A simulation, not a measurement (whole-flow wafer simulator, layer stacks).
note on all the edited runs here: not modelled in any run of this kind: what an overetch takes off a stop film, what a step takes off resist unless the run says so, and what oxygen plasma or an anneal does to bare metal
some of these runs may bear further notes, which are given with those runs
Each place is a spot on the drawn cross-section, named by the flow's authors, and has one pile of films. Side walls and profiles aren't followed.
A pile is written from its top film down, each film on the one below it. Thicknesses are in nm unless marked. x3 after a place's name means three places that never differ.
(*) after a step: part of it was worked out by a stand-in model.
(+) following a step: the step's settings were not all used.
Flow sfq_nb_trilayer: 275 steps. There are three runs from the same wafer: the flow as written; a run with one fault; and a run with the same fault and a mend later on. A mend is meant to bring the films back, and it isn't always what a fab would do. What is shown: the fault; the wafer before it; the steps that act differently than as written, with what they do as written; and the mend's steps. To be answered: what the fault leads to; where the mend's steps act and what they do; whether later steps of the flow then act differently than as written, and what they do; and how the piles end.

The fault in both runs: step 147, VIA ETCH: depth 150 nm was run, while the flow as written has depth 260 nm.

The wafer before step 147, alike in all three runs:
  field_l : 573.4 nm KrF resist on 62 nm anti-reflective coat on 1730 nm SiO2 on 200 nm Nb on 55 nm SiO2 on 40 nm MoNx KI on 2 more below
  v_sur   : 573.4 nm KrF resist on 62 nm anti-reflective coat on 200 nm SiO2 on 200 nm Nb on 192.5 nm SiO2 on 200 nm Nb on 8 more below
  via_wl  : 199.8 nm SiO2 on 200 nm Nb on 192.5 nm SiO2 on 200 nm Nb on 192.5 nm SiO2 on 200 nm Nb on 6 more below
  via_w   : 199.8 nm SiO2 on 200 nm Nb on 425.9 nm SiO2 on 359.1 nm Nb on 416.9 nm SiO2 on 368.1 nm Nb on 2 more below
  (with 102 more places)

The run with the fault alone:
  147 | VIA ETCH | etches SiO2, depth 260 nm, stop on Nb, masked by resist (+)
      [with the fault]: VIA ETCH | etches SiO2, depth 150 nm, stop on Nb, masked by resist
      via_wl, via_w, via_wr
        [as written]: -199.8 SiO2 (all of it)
        [with the fault]: -150 SiO2
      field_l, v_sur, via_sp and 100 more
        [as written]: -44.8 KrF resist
        [with the fault]: -25.9 KrF resist
  Steps further on in the flow that do not act as written (5 more steps, not shown, differ only slightly: by at most 2% or 0.5 nm, whichever is larger):
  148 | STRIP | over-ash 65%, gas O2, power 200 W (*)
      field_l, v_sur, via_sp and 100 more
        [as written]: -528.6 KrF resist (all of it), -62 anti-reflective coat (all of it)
        [with the fault]: -547.6 KrF resist (all of it), -62 anti-reflective coat (all of it)
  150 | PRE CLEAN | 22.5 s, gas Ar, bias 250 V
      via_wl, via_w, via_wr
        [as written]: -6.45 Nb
        [with the fault]: -7.5 SiO2
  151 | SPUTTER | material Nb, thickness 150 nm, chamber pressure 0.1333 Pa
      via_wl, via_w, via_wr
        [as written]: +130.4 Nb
        [with the fault]: +136.1 Nb (new film)
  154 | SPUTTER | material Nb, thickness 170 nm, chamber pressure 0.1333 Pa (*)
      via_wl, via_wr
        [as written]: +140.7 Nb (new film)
        [with the fault]: +149.2 Nb (new film)
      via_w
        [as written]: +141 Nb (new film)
        [with the fault]: +149.5 Nb (new film)
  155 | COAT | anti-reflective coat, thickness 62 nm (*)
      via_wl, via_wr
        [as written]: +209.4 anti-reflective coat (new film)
        [with the fault]: +164 anti-reflective coat (new film)
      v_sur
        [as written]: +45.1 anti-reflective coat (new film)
        [with the fault]: +47.2 anti-reflective coat (new film)
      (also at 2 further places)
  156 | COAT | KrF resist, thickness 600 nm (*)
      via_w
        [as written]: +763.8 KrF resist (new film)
        [with the fault]: +717.4 KrF resist (new film)
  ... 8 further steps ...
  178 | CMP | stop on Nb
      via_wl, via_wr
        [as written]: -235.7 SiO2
        [with the fault]: -290.1 SiO2
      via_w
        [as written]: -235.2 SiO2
        [with the fault]: -289.6 SiO2
  The piles end different from the flow's at via_wl, via_w, via_wr by more than 2% or 0.5 nm, whichever is larger.
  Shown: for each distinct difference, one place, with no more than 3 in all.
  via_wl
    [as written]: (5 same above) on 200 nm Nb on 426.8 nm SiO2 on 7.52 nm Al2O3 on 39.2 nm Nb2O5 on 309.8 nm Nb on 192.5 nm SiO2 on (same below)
    [with the fault]: (5 same above) on 200 nm Nb on 372.4 nm SiO2 on 7.59 nm Al2O3 on 39.1 nm Nb2O5 on 122 nm Nb on 42.3 nm SiO2 on 200 nm Nb on 192.5 nm SiO2 on (same below)
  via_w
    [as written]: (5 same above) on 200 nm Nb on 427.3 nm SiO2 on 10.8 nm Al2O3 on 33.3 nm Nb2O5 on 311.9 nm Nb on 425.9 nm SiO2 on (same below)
    [with the fault]: (5 same above) on 200 nm Nb on 372.9 nm SiO2 on 11.3 nm Al2O3 on 32.4 nm Nb2O5 on 124.4 nm Nb on 42.3 nm SiO2 on 200 nm Nb on 425.9 nm SiO2 on (same below)

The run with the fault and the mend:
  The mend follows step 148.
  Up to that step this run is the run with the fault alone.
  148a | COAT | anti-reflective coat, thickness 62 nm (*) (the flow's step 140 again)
      p4_fl x3, p4_w1 x9, p4_g1 x2 and 63 more
        +62 anti-reflective coat (new film)
      sp_r, be_r, r_sur, res, r_end, moat, field_r, lsp_l
        +61.7 anti-reflective coat (new film)
      ln_m5, lsp_m, ln_m6, lsp_r, l0_sur, l0v
        +61.8 anti-reflective coat (new film)
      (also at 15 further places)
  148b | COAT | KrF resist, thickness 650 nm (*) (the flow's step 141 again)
      p4_fl x3, p4_w1 x9, p4_g1 x2 and 63 more
        +650 KrF resist (new film)
      field_r, lsp_l, ln_m5, lsp_m, ln_m6, lsp_r, l0_sur
        +649.5 KrF resist (new film)
      res, r_end, moat, l0v
        +649.4 KrF resist (new film)
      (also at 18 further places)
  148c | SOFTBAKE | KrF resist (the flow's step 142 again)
      leaves every film unchanged at each place that is followed
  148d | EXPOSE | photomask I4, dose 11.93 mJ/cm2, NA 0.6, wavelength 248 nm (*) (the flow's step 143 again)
      leaves every film unchanged at each place that is followed
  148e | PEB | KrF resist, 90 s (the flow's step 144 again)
      jj_sur, ce_l, c5j and 92 more
        -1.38 KrF resist
      v_sur, via_v, wire, be, be_sur, gap
        -1.37 KrF resist
      field_l, via_sp
        -1.36 KrF resist
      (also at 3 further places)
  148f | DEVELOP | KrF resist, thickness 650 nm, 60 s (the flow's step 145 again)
      field_l, v_sur, via_sp and 100 more
        -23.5 KrF resist
      via_wl
        -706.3 KrF resist (all of it)
      via_w
        -748.2 KrF resist (all of it)
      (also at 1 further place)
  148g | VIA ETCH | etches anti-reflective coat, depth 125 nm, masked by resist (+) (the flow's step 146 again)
      field_l, v_sur, via_sp and 100 more
        -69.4 KrF resist
      via_wl, via_wr
        -125 anti-reflective coat
      via_w
        -81.4 anti-reflective coat (all of it), -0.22 SiO2
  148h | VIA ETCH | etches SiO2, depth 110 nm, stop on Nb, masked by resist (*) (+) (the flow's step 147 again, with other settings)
      field_l, v_sur, via_sp and 100 more
        -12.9 KrF resist
      via_wl, via_wr
        -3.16 anti-reflective coat (all of it), -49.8 SiO2 (all of it)
      via_w
        -49.6 SiO2 (all of it)
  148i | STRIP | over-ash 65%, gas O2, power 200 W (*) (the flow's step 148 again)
      p4_fl x3, p4_w1 x9, p4_g1 x2 and 63 more
        -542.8 KrF resist (all of it), -62 anti-reflective coat (all of it)
      r_end, moat, field_r, lsp_l
        -542.2 KrF resist (all of it), -61.7 anti-reflective coat (all of it)
      ln_m5, lsp_m, ln_m6, lsp_r
        -542.3 KrF resist (all of it), -61.8 anti-reflective coat (all of it)
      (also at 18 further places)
  None of the later steps of the flow differs from how it acts as written, at any place that is followed, by more than 2% or 0.5 nm, whichever is larger.
  By the end, the piles equal the flow's at every place that both follow.
